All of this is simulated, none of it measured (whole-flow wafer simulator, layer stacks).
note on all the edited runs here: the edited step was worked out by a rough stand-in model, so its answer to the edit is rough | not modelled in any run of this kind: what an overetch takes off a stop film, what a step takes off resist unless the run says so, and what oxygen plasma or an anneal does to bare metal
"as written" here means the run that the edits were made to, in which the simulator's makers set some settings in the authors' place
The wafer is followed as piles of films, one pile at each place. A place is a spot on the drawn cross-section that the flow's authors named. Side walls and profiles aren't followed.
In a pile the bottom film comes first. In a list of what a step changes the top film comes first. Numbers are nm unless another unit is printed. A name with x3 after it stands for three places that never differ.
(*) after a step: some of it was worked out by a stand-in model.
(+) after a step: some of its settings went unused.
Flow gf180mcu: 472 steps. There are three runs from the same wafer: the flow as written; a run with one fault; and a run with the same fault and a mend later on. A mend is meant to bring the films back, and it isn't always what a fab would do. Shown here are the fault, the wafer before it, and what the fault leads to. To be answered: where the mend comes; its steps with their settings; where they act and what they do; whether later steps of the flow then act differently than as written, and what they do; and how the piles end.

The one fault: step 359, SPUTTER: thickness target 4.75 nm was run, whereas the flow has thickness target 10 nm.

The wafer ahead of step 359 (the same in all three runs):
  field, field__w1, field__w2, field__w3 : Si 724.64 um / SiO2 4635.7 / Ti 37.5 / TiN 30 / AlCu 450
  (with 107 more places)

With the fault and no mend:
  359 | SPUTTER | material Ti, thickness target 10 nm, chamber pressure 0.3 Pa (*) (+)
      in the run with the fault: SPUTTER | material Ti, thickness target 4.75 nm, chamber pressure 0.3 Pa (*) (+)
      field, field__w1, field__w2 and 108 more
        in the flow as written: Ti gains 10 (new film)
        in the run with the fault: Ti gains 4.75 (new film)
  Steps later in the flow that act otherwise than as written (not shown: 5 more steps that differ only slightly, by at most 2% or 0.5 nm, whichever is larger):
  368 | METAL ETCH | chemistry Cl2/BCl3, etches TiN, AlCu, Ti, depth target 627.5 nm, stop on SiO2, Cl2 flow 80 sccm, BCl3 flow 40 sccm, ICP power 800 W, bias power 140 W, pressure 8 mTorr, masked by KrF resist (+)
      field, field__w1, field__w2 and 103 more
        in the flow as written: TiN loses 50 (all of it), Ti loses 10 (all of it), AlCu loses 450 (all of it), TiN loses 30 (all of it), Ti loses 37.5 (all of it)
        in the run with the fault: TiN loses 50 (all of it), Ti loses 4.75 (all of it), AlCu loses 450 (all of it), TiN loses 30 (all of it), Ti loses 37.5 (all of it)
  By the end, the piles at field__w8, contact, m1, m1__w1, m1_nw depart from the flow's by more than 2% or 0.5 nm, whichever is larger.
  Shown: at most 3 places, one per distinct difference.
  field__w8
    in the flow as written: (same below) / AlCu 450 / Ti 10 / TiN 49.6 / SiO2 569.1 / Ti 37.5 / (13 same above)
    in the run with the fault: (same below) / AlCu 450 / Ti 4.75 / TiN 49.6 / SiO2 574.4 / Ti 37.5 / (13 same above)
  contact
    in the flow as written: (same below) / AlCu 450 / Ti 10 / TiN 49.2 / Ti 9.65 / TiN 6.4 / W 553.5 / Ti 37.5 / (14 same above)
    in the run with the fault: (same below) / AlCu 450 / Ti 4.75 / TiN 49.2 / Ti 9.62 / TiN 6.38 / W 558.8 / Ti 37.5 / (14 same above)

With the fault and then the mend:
  The mend stands after step 359.
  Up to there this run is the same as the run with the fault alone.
  359a | SPUTTER | material Ti, thickness target 5.25 nm, chamber pressure 0.3 Pa (*) (+) (a further turn of the flow's step 359, with different settings)
      field, field__w1, field__w2 and 108 more
        Ti gains 5.25
  None of the later steps of the flow acts differently than as written at any place that is followed.
  By the end, the piles equal the flow's at every place that both follow.
